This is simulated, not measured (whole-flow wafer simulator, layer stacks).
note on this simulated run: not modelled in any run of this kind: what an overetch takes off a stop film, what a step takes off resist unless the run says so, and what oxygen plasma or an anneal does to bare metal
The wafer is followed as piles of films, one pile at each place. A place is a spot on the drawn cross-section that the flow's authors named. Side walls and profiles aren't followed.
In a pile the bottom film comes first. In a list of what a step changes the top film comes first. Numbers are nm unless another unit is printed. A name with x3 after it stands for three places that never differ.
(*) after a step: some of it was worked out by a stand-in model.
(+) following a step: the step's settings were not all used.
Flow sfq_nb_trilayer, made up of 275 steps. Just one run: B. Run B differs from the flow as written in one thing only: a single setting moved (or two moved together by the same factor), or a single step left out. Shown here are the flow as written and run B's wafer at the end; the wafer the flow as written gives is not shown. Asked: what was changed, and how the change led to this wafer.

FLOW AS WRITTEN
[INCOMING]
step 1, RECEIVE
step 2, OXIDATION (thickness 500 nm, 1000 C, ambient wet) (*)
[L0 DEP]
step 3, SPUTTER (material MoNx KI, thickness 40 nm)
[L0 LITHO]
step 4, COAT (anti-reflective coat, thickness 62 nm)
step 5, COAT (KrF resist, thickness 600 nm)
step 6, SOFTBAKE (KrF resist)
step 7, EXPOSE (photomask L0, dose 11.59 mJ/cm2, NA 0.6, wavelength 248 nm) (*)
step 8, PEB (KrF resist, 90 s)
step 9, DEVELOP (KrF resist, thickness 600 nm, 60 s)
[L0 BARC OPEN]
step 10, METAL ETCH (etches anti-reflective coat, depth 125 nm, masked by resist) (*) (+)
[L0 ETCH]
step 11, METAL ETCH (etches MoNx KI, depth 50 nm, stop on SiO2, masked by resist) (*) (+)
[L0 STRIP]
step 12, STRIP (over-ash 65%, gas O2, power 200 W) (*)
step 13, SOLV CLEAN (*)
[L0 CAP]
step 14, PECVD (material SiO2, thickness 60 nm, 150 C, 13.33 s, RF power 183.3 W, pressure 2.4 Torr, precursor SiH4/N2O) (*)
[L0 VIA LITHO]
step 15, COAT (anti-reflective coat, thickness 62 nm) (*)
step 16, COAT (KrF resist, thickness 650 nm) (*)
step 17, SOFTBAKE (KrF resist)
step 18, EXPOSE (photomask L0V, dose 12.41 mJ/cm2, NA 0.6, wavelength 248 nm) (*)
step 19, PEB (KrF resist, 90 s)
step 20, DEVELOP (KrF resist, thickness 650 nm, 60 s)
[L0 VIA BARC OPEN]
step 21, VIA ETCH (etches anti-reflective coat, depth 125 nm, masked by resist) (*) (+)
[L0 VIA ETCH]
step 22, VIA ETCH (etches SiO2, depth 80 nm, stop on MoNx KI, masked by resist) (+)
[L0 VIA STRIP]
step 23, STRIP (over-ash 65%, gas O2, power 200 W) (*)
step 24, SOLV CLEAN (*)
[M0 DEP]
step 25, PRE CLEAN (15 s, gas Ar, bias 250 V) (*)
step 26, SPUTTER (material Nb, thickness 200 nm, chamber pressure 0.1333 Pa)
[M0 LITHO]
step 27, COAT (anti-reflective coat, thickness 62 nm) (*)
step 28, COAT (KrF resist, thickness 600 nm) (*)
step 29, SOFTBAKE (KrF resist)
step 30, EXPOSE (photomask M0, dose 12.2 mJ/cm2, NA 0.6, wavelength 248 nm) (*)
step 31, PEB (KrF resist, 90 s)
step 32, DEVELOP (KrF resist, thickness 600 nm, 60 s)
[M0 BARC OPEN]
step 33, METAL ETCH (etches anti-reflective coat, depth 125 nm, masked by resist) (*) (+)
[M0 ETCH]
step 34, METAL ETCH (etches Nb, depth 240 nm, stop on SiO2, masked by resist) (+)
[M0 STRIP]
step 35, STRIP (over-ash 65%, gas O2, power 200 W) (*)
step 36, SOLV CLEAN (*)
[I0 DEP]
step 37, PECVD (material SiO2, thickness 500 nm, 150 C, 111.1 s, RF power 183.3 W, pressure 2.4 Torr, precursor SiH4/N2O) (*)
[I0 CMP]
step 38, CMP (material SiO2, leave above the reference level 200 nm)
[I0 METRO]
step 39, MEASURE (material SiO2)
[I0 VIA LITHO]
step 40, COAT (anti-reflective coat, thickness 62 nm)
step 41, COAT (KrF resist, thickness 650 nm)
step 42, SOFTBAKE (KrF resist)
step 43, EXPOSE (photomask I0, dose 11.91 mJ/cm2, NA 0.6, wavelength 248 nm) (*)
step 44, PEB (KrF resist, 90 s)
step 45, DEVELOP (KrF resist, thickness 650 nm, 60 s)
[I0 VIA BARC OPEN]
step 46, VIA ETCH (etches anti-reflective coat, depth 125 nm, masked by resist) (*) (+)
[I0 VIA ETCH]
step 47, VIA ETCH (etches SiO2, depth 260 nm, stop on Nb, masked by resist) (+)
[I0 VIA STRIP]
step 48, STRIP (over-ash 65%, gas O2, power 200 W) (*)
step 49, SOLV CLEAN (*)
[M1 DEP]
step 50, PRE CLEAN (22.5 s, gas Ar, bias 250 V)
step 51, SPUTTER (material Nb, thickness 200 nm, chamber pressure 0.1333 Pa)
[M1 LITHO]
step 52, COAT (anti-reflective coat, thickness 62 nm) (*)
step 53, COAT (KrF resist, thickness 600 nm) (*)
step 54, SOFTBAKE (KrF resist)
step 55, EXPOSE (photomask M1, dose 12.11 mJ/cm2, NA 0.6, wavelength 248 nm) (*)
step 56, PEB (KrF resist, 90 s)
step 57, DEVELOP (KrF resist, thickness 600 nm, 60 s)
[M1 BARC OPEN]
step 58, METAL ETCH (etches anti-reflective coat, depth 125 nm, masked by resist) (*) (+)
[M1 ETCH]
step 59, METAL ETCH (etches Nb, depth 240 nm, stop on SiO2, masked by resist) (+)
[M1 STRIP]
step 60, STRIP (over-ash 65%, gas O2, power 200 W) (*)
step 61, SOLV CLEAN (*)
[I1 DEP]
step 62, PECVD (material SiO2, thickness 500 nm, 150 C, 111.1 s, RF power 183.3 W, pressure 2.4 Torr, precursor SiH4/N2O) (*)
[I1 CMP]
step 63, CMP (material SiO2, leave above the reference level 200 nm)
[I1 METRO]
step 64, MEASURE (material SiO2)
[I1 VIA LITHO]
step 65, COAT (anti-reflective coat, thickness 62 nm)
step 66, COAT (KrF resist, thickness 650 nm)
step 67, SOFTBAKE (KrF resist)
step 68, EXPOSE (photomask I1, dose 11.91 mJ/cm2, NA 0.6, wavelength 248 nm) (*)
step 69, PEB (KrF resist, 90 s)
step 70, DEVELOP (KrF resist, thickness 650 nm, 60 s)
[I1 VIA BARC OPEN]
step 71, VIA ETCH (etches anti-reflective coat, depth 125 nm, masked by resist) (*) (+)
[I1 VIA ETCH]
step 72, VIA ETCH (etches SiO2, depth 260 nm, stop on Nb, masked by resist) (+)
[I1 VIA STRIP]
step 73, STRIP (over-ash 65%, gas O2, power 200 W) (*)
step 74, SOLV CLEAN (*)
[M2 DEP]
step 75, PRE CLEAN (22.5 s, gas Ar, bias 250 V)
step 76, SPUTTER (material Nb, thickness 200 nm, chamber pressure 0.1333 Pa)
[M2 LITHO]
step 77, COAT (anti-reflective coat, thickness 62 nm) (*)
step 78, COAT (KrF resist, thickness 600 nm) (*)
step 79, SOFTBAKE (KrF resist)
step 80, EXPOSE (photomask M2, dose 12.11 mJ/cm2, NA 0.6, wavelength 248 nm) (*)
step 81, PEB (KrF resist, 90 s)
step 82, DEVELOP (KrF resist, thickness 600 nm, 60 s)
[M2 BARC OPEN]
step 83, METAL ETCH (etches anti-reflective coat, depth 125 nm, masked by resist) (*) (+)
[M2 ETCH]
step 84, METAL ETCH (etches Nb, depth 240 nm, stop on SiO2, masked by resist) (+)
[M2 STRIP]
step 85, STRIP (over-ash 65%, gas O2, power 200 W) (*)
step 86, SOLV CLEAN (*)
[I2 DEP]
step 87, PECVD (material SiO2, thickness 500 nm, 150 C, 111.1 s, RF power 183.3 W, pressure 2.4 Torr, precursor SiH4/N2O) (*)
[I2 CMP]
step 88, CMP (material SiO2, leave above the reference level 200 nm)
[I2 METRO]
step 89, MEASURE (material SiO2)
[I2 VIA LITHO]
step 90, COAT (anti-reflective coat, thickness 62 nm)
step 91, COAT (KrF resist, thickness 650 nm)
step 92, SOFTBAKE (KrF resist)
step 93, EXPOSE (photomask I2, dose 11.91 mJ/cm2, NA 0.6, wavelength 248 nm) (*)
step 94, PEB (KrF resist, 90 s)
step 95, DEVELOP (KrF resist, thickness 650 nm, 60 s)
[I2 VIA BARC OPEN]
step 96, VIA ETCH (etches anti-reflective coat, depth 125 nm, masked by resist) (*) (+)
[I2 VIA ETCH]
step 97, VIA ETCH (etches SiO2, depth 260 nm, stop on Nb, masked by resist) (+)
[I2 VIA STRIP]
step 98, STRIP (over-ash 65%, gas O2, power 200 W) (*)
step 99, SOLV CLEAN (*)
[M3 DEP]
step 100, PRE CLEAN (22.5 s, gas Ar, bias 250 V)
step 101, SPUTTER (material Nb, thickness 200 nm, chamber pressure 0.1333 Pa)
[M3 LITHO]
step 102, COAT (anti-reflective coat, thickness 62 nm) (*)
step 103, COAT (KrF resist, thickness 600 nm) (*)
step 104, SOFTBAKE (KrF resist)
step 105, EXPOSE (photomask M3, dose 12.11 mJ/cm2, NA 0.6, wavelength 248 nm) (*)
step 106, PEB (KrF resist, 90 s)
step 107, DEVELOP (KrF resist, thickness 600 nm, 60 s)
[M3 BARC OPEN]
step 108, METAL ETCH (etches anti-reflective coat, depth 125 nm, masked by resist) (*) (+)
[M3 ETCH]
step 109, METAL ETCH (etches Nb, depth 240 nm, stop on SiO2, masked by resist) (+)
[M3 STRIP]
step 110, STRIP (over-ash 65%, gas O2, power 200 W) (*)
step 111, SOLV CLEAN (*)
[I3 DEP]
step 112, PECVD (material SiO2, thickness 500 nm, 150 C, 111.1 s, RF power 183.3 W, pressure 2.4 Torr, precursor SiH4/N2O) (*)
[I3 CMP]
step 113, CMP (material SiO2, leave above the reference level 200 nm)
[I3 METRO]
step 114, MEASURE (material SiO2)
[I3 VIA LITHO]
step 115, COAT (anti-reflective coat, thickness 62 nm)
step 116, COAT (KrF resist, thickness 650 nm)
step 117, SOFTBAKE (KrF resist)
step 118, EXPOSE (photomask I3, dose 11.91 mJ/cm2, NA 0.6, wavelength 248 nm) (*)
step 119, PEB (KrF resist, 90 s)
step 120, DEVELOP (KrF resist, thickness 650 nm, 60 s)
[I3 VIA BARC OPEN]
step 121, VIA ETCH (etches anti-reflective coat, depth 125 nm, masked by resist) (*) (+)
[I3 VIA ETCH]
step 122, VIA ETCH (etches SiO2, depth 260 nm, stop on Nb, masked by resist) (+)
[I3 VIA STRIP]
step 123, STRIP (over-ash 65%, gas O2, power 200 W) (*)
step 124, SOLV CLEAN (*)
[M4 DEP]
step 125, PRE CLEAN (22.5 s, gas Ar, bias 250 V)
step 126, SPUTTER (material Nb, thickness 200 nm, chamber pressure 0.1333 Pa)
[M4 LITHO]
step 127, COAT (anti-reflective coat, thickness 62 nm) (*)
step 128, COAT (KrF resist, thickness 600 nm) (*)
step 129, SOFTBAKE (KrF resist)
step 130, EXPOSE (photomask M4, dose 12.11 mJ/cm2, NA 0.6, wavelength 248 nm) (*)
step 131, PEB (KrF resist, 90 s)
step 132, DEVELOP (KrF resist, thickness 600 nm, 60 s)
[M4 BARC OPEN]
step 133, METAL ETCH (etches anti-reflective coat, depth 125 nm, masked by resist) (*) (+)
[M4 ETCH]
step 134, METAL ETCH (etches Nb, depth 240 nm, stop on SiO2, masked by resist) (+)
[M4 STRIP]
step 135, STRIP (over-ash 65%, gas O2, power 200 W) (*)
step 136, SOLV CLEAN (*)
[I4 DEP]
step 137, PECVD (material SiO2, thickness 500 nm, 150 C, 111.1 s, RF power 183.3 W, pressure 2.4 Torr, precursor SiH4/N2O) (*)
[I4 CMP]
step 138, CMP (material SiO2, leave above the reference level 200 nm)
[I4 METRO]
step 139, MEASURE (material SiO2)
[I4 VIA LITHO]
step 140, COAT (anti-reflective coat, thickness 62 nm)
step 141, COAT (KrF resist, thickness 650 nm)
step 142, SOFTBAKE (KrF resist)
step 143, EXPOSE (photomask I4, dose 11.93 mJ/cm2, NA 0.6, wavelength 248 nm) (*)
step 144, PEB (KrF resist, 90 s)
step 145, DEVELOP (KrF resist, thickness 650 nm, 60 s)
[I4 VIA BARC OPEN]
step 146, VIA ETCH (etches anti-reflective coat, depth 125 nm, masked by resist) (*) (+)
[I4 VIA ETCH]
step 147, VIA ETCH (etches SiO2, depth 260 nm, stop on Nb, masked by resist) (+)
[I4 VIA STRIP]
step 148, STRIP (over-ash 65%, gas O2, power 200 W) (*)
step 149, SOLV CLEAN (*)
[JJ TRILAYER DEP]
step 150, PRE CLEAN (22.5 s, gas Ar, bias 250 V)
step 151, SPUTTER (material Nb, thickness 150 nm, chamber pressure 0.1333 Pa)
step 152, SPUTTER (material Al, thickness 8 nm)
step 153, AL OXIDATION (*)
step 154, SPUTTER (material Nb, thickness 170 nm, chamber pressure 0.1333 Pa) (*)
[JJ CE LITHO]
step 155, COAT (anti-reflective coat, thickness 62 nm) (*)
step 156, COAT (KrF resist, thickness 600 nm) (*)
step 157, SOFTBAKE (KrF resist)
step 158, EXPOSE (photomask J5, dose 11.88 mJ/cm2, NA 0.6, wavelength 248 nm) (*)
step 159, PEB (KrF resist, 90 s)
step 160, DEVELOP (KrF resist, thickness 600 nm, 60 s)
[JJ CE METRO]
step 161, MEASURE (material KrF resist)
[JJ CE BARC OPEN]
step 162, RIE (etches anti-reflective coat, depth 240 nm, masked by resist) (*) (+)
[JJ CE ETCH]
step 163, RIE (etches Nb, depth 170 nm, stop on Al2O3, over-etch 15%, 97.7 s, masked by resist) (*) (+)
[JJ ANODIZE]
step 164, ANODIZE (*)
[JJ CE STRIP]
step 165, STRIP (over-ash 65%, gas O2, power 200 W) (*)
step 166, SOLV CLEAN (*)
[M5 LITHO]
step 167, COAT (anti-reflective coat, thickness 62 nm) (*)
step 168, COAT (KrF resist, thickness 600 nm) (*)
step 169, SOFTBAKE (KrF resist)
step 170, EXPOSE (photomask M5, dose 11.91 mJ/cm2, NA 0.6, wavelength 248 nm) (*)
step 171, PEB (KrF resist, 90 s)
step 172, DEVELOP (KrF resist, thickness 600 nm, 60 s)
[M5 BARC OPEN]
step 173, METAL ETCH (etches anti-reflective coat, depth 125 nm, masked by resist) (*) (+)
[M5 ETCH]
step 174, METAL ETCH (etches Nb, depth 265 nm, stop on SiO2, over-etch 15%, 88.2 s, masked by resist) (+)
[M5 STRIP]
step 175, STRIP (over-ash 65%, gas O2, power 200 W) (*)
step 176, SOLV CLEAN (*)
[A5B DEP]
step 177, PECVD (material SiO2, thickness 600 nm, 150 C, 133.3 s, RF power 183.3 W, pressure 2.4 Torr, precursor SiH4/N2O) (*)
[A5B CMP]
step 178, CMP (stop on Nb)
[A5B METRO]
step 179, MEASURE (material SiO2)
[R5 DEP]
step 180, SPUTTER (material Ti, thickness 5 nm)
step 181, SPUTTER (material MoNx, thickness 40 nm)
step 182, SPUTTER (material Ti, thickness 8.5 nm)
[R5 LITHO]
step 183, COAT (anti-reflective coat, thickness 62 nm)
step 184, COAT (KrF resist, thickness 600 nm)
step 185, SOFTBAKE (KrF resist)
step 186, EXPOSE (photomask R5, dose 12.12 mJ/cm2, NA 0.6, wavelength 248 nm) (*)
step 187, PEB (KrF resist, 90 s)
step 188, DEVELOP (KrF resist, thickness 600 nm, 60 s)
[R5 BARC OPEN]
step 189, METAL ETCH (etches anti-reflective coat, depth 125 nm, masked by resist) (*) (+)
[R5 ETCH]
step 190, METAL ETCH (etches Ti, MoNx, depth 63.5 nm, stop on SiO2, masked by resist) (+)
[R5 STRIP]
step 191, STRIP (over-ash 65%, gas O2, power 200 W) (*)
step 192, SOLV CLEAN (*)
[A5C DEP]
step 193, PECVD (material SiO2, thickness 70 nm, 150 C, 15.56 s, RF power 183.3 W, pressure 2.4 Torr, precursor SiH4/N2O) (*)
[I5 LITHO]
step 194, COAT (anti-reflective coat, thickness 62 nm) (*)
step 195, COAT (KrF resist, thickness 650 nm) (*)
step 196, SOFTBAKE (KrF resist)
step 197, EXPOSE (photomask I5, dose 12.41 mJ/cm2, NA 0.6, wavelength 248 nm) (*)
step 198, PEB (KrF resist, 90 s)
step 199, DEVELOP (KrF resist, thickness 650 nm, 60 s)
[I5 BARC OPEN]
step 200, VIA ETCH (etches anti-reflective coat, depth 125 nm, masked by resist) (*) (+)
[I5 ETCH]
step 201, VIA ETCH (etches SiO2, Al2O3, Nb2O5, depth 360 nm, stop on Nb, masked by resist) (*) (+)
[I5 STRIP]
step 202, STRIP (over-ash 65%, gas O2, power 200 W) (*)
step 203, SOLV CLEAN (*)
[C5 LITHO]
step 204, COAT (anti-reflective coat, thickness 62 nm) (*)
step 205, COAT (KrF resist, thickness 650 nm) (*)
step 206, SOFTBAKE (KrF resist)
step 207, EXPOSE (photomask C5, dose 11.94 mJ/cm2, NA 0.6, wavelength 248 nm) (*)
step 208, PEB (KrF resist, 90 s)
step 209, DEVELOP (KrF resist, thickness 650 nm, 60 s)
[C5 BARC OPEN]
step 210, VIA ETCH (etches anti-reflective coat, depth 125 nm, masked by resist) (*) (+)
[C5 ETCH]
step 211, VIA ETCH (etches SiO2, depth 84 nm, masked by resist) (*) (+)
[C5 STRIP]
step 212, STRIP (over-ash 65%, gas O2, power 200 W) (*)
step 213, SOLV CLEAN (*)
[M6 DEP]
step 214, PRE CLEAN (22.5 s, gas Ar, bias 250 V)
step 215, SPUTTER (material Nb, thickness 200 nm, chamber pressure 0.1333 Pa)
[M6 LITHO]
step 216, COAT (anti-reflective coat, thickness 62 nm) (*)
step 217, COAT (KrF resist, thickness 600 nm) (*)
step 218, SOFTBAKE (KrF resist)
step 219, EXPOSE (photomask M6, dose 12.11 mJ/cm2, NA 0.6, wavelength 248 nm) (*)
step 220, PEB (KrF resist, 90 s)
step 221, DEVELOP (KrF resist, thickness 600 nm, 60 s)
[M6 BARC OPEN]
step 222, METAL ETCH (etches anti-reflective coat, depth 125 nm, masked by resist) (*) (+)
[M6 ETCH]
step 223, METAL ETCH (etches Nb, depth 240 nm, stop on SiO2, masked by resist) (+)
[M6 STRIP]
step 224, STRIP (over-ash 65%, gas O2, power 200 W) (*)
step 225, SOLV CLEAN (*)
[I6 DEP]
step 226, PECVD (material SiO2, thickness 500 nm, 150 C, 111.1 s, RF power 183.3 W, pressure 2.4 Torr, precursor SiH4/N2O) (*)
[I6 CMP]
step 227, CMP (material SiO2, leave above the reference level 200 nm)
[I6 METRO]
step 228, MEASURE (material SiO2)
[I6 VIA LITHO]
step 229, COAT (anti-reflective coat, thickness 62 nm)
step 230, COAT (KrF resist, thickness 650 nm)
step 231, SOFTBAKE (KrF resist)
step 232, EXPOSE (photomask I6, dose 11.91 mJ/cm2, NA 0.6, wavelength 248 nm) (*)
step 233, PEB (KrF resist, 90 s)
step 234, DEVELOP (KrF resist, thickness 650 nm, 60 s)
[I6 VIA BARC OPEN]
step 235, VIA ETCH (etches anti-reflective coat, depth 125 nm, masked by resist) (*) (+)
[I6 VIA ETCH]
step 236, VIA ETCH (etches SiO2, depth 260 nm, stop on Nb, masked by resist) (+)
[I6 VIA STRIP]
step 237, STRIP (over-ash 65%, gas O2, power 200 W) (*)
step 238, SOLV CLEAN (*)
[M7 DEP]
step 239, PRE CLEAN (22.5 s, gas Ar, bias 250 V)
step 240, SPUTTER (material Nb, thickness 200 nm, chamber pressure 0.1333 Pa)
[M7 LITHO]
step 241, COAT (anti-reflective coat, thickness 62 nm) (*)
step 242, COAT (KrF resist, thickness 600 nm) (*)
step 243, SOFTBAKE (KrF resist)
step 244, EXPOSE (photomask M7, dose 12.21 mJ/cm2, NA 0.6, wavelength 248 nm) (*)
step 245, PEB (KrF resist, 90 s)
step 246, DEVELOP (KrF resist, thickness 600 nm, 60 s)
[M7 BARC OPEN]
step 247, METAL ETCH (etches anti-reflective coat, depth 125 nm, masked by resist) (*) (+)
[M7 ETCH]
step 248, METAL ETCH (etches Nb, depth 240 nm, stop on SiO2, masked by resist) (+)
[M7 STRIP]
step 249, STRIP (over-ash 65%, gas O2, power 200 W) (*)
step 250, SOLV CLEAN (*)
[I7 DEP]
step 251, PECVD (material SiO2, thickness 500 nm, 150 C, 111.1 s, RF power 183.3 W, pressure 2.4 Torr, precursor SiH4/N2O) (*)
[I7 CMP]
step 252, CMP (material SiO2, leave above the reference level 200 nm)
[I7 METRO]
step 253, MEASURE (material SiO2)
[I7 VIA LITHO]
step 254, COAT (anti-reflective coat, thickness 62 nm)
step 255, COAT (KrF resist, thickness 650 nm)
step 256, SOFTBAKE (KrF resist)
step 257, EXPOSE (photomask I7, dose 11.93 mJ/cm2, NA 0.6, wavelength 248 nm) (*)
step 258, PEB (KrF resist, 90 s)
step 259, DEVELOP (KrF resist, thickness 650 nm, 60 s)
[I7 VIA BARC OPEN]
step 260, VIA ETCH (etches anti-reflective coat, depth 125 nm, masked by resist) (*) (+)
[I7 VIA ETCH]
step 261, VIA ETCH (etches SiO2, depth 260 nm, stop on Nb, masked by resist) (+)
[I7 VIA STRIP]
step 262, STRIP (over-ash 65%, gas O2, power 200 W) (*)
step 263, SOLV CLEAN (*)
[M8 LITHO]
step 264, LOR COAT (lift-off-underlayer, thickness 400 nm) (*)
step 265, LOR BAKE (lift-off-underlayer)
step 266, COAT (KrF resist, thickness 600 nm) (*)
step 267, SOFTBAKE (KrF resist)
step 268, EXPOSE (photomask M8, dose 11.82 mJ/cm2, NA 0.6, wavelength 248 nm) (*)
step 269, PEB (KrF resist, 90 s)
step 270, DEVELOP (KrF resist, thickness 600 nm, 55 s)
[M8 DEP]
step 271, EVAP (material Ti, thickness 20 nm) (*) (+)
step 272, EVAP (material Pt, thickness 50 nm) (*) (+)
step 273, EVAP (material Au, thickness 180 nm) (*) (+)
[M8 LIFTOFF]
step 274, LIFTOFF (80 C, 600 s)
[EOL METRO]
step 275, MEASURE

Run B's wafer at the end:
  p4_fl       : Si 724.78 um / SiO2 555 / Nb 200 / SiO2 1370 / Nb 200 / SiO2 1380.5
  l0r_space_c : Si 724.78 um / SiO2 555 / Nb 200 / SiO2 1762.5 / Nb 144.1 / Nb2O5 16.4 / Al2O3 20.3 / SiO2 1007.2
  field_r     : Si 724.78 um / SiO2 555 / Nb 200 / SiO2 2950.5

What caused this: step 152, SPUTTER: thickness 12.6 nm was run, whereas the flow has thickness 8 nm.

The path from the change to this, step by step:
  step 152, SPUTTER (material Al, thickness 8 nm)
      field_l, v_sur, via_sp and 100 more: +12.6 Al (new film) (it would be, as written: +8 Al (new film))
      via_wl, via_wr: +8.09 Al (new film) (it would be, as written: +5.14 Al (new film))
      (also at 1 further place)
  step 155, COAT (anti-reflective coat, thickness 62 nm) (*)
      via_wl, via_wr: +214 anti-reflective coat (new film) (it would be, as written: +209.4 anti-reflective coat (new film))
  step 162, RIE (etches anti-reflective coat, depth 240 nm, masked by resist) (*) (+)
      ce_l, c5j, ce_r, wl_jj: -214 KrF resist (it would be, as written: -209.4 KrF resist)
      via_wl, via_wr: -214 anti-reflective coat (all of it) (it would be, as written: -209.4 anti-reflective coat (all of it))
  step 164, ANODIZE (*)
      field_l, v_sur, via_sp and 96 more: +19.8 Al2O3, +16.4 Nb2O5 (new film), -12 Al (all of it), -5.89 Nb (it would be, as written: +12.2 Al2O3, +29.9 Nb2O5 (new film), -7.42 Al (all of it), -10.8 Nb)
      via_wl, via_wr: +12.4 Al2O3 (new film), +30.5 Nb2O5 (new film), -7.51 Al (all of it), -11 Nb (it would be, as written: +7.52 Al2O3 (new film), +39.2 Nb2O5 (new film), -4.56 Al (all of it), -14.1 Nb)
      (also at 1 further place)
  step 167, COAT (anti-reflective coat, thickness 62 nm) (*)
      ce_l: +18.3 anti-reflective coat (new film) (it would be, as written: +19.6 anti-reflective coat (new film))
      c5j: +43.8 anti-reflective coat (new film) (it would be, as written: +44.7 anti-reflective coat (new film))
      (also at 1 further place)
  step 174, METAL ETCH (etches Nb, depth 265 nm, stop on SiO2, over-etch 15%, 88.2 s, masked by resist) (+)
      field_l, r_sur, res and 50 more: -20.2 Al2O3 (all of it), -16.4 Nb2O5 (all of it), -144.1 Nb (all of it), -12.4 SiO2 (it would be, as written: -12.6 Al2O3 (all of it), -29.9 Nb2O5 (all of it), -139.2 Nb (all of it), -12.3 SiO2)
  step 175, STRIP (over-ash 65%, gas O2, power 200 W) (*)
      ce_l: -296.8 KrF resist (all of it), -18.3 anti-reflective coat (all of it) (it would be, as written: -299.6 KrF resist (all of it), -19.6 anti-reflective coat (all of it))
      c5j: -275.9 KrF resist (all of it), -43.8 anti-reflective coat (all of it) (it would be, as written: -279 KrF resist (all of it), -44.7 anti-reflective coat (all of it))
      (also at 1 further place)
  step 178, CMP (stop on Nb)
      via_wl, via_wr: -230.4 SiO2 (it would be, as written: -235.7 SiO2)
      via_w: -229.6 SiO2 (it would be, as written: -235.2 SiO2)
  step 201, VIA ETCH (etches SiO2, Al2O3, Nb2O5, depth 360 nm, stop on Nb, masked by resist) (*) (+)
      be: -222 SiO2 (all of it), -20.3 Al2O3 (all of it), -16.4 Nb2O5 (all of it) (it would be, as written: -216.4 SiO2 (all of it), -12.7 Al2O3 (all of it), -29.9 Nb2O5 (all of it))
